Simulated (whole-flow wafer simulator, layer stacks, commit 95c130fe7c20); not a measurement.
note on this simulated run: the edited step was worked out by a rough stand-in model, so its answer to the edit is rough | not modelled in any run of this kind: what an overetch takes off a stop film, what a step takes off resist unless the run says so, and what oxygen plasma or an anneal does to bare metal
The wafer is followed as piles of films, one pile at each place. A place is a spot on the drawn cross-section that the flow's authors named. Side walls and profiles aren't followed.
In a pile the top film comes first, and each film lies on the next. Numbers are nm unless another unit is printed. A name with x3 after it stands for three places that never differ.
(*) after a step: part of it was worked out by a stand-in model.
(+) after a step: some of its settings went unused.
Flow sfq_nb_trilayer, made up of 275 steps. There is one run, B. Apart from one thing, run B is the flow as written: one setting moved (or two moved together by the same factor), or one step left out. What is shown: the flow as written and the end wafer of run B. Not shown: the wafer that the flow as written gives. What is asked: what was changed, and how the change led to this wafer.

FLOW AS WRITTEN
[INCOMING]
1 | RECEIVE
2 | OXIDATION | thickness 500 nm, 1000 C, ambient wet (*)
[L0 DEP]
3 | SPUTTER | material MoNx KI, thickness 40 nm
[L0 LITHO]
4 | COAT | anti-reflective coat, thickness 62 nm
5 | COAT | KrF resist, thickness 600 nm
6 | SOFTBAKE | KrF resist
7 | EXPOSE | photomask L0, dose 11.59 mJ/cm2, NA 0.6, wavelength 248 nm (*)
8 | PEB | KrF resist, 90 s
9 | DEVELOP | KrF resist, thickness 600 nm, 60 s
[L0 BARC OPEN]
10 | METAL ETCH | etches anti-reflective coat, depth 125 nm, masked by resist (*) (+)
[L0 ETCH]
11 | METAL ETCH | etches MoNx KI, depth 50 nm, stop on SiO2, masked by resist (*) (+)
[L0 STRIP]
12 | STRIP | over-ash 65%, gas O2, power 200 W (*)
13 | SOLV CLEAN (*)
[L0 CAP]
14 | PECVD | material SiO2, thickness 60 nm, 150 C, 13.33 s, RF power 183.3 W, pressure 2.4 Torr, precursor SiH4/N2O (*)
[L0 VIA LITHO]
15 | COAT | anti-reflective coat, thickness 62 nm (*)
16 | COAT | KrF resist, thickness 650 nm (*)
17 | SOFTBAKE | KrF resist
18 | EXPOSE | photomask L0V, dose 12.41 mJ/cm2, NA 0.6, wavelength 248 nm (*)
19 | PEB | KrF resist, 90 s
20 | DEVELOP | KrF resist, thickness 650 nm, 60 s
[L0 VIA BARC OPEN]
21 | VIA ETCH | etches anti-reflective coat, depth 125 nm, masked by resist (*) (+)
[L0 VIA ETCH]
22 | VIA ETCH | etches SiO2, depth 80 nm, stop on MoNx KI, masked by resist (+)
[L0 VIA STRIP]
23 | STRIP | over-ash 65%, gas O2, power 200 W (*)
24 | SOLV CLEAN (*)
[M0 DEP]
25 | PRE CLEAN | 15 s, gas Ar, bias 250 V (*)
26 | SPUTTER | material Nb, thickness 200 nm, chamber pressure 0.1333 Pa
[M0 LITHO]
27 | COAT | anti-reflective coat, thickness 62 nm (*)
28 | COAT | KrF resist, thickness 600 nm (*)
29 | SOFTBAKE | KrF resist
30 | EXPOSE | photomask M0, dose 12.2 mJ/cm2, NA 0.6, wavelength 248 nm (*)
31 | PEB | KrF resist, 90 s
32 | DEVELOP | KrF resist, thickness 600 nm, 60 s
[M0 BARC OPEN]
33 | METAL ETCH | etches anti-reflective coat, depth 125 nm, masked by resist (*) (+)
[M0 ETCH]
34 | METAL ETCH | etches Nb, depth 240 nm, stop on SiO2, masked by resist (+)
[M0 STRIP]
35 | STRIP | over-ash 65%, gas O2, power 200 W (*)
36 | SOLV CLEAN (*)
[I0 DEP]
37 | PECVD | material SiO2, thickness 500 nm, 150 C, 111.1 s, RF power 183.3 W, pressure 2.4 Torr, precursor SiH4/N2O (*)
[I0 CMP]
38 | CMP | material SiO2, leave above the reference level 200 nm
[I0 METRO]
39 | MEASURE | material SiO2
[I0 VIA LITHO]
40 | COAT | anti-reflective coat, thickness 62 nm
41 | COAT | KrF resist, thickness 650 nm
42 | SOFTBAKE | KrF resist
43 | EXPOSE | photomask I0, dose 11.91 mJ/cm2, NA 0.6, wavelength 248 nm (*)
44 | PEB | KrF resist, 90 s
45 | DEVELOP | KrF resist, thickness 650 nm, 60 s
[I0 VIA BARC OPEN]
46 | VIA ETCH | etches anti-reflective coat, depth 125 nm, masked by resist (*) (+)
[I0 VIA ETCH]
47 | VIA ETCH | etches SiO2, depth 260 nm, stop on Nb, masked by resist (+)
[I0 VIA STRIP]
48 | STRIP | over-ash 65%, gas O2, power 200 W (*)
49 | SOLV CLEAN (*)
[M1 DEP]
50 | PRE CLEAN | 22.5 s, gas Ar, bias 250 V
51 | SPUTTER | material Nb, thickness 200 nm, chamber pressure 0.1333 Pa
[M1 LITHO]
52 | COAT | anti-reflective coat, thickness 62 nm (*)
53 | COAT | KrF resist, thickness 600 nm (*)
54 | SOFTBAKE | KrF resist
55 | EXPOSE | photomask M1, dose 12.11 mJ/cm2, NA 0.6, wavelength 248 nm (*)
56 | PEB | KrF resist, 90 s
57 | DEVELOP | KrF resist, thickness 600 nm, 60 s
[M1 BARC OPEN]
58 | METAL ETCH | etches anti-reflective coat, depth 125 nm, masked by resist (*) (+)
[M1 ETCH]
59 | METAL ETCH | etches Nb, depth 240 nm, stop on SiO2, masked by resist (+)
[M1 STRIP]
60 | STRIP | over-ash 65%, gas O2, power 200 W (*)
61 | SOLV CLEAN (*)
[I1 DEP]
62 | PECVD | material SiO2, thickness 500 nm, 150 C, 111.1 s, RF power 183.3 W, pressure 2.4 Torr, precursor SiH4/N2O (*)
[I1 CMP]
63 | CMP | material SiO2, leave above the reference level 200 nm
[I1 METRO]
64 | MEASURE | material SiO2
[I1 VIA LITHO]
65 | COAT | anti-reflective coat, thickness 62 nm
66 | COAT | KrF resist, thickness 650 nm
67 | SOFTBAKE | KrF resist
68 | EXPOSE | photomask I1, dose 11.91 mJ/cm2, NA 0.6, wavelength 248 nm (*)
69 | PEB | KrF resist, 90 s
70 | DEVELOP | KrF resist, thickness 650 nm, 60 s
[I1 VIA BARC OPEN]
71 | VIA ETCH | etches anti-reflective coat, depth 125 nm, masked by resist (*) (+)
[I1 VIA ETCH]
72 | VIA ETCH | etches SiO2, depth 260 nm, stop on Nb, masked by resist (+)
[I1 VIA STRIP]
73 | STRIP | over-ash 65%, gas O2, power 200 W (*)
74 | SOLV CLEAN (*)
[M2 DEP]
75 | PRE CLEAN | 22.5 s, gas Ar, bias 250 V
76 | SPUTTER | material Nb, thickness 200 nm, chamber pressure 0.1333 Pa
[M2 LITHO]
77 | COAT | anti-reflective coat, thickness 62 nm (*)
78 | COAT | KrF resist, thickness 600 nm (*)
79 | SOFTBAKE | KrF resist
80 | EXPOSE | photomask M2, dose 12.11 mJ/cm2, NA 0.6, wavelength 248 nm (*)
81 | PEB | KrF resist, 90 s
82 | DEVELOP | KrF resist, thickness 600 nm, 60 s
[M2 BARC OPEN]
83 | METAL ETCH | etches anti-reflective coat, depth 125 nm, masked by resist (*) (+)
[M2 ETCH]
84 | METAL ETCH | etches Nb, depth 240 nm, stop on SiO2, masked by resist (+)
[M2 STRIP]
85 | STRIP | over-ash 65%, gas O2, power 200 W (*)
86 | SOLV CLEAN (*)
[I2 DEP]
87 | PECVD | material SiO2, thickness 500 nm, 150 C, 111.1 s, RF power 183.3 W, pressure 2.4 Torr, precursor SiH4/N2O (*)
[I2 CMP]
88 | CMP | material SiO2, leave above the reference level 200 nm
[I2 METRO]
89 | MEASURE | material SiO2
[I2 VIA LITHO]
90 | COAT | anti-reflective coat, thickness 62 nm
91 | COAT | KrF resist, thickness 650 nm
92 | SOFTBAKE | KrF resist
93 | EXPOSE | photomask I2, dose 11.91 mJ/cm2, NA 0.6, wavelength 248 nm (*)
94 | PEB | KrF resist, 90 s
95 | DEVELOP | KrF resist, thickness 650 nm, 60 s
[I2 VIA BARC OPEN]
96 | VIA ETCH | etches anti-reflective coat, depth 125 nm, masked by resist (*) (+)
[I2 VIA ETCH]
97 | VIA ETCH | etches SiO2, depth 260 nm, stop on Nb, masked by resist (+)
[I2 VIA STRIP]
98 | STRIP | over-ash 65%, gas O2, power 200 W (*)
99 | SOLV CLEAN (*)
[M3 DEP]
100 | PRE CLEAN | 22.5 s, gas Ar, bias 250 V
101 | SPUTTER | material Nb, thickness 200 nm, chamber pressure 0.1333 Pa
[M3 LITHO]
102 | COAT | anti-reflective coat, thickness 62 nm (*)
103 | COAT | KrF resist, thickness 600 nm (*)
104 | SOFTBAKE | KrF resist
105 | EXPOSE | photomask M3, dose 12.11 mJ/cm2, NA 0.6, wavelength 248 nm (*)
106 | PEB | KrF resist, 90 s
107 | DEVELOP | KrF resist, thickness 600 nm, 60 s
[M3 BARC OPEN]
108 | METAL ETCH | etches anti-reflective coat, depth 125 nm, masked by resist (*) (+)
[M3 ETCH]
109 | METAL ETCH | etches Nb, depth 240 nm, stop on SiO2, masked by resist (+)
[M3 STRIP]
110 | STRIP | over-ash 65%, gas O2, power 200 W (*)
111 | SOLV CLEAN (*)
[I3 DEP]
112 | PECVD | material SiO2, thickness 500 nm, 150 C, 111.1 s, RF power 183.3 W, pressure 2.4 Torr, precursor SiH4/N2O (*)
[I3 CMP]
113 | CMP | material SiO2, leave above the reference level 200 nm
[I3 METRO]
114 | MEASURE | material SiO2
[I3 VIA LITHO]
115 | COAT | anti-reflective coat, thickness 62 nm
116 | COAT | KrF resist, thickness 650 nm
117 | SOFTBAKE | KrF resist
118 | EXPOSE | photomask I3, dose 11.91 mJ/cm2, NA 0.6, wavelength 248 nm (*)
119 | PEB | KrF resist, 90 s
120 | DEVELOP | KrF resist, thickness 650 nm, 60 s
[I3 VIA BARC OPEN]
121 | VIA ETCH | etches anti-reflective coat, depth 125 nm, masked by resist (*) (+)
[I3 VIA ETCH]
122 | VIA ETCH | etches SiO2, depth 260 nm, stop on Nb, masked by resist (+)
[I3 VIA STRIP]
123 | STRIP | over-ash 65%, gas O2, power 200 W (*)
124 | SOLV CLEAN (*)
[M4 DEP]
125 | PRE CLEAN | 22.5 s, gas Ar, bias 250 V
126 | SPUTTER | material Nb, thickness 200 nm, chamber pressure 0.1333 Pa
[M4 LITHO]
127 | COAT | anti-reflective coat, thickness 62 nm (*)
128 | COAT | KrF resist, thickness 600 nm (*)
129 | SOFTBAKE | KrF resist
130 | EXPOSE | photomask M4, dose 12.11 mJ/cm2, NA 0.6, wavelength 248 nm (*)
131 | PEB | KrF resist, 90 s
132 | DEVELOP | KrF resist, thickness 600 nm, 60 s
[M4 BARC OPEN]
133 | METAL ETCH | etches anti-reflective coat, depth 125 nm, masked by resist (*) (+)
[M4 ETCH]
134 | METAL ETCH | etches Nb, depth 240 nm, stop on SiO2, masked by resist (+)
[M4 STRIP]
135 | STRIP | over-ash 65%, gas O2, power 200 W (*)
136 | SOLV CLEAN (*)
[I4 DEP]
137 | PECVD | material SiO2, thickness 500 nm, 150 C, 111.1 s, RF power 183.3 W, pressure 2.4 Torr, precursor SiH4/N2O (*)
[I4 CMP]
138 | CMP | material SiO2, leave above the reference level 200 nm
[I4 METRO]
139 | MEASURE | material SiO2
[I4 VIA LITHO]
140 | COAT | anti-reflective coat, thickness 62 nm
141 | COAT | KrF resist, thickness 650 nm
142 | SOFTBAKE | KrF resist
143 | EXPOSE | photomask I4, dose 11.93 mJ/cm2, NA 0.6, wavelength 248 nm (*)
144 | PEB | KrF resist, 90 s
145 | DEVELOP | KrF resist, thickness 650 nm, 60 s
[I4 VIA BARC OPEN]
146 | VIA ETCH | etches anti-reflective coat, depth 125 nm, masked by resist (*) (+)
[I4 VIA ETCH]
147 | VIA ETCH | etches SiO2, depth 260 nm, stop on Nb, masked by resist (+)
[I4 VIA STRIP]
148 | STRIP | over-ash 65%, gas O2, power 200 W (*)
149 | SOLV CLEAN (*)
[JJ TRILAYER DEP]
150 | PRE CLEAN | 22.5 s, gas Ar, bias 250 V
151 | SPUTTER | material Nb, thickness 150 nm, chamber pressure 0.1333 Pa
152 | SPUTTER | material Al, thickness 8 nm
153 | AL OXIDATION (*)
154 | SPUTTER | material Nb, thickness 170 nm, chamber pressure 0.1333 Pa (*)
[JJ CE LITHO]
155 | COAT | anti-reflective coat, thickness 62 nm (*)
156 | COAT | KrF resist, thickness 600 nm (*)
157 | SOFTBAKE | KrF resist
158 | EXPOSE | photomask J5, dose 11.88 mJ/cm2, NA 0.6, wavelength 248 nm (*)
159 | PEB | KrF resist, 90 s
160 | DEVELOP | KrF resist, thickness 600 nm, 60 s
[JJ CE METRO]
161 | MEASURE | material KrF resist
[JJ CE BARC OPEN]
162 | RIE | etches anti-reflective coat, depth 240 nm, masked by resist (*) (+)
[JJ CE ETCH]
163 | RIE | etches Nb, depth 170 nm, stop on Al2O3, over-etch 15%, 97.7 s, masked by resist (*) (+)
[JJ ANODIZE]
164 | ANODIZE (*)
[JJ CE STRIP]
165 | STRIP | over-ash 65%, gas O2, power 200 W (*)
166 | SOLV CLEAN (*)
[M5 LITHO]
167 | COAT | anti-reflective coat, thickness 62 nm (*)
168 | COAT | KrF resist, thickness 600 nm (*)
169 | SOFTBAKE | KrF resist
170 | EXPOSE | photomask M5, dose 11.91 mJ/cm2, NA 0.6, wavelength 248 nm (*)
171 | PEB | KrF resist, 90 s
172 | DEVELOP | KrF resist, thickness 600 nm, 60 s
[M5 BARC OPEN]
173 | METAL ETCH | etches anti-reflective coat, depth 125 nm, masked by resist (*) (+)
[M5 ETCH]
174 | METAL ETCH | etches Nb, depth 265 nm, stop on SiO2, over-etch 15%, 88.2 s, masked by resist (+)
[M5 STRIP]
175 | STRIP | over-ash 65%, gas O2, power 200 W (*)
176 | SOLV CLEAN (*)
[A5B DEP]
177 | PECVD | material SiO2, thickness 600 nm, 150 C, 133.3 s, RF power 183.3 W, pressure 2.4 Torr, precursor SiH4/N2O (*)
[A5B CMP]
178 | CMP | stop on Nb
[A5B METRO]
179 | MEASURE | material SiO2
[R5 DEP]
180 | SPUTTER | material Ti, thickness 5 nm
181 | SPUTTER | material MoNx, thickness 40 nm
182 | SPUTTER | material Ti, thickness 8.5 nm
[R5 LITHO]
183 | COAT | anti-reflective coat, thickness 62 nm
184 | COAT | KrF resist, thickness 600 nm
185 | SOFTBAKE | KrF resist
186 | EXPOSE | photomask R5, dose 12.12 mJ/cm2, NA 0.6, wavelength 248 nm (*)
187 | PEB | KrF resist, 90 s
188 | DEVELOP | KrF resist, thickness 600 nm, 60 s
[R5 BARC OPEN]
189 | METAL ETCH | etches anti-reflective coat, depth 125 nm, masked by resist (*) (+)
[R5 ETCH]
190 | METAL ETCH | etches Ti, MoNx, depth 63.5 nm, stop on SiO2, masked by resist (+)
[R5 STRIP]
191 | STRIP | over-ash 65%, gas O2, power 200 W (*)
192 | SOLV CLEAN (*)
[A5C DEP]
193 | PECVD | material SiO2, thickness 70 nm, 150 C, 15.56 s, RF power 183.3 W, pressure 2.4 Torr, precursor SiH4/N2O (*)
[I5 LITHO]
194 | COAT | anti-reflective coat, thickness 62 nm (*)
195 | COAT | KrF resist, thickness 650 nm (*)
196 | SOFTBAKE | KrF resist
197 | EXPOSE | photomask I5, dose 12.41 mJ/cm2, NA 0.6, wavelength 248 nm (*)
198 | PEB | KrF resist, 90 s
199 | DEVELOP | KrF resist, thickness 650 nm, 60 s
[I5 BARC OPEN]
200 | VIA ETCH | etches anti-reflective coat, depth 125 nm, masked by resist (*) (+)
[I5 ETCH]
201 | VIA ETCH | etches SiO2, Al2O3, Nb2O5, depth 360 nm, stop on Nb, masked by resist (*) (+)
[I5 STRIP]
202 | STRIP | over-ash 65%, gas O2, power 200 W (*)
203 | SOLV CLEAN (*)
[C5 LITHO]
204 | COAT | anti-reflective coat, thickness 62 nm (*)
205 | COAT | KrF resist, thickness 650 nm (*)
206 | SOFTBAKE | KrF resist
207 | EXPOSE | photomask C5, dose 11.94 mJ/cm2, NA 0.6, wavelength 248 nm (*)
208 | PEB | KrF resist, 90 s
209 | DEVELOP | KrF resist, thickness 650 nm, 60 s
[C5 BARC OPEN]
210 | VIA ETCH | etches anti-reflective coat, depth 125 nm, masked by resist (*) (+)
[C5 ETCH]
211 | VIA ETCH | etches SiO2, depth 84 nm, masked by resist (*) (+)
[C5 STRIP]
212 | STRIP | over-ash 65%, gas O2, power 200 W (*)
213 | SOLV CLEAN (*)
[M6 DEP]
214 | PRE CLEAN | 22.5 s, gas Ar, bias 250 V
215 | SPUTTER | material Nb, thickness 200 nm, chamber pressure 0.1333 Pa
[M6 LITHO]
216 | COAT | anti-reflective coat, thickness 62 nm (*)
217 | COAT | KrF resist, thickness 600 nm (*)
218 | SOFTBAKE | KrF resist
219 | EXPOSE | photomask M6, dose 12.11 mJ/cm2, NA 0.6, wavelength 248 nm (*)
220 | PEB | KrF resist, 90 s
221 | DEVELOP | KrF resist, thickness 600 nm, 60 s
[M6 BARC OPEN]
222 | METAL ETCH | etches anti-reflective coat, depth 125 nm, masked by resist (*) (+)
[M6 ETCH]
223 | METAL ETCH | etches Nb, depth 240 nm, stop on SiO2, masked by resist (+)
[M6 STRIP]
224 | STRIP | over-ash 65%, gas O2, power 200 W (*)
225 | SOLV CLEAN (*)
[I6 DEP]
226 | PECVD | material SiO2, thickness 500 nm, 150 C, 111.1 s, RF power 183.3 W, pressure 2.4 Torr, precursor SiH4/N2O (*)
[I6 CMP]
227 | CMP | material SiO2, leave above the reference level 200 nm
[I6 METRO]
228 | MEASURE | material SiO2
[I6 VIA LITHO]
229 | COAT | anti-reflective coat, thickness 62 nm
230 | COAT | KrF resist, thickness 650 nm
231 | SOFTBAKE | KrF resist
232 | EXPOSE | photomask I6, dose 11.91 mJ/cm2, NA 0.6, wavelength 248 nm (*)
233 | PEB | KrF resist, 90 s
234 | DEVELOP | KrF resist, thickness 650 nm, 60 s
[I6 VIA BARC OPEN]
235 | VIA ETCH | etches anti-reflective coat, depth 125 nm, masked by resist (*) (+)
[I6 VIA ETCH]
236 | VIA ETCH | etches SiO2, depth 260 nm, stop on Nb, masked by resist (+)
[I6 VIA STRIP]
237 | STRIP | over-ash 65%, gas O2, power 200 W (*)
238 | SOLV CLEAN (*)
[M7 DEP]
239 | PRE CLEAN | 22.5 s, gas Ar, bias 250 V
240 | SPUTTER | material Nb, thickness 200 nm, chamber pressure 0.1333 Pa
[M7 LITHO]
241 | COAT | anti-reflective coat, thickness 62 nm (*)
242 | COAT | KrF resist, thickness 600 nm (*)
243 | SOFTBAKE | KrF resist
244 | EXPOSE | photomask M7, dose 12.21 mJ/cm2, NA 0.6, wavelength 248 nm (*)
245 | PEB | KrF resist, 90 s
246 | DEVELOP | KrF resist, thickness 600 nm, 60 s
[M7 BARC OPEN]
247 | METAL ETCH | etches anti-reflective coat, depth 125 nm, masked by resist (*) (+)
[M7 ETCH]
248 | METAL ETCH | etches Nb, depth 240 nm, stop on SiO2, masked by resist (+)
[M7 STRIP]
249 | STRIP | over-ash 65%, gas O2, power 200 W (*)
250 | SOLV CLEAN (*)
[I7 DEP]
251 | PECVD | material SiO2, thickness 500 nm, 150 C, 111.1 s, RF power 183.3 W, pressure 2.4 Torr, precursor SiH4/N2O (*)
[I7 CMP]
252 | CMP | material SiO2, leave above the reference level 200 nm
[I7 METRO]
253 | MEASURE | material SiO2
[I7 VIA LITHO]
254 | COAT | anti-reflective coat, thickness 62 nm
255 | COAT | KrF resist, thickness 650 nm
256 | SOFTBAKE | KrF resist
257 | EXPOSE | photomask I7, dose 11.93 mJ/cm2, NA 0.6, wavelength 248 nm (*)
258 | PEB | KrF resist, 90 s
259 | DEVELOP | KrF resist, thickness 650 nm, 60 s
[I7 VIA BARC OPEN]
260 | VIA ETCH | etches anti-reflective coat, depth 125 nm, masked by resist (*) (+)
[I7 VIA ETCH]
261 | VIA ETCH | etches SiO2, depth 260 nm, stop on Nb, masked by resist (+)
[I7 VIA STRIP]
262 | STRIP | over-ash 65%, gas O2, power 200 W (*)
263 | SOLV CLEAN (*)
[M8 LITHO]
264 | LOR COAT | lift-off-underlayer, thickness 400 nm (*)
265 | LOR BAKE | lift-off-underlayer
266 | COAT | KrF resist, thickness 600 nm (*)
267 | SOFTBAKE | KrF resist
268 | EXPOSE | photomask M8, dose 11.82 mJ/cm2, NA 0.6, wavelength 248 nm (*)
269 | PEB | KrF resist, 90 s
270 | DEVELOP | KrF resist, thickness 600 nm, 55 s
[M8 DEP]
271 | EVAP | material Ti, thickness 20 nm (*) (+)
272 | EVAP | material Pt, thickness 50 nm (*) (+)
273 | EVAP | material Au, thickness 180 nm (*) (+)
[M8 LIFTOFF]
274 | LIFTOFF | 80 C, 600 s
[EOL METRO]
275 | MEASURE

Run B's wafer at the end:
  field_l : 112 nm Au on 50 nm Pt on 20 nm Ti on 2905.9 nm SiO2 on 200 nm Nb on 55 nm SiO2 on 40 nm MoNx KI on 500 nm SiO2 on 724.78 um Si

Cause: step 273, EVAP: thickness 112 nm was run, whereas the flow has thickness 180 nm.
The wafer itself shows it: field_l has Au 112, and step 273 as written asks for 180 nm.

How this came from the change, step by step:
  273 | EVAP | material Au, thickness 180 nm (*) (+)
      field_l, v_sur, via_wl and 103 more: +112 Au (new film) (as written it would have been: +180 Au (new film))
  274 | LIFTOFF | 80 C, 600 s
      p4_fl, p4_fm, p4_w1 and 71 more: -112 Au (all of it), -50 Pt (all of it), -20 Ti (all of it), -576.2 KrF resist (all of it), -400 lift-off-underlayer (all of it) (as written it would have been: -180 Au (all of it), -50 Pt (all of it), -20 Ti (all of it), -576.2 KrF resist (all of it), -400 lift-off-underlayer (all of it))
      c5j, ce_r: -112 Au (all of it), -50 Pt (all of it), -20 Ti (all of it), -573.3 KrF resist (all of it), -399.3 lift-off-underlayer (all of it) (as written it would have been: -180 Au (all of it), -50 Pt (all of it), -20 Ti (all of it), -573.3 KrF resist (all of it), -399.3 lift-off-underlayer (all of it))
      (as well as at 19 more places)
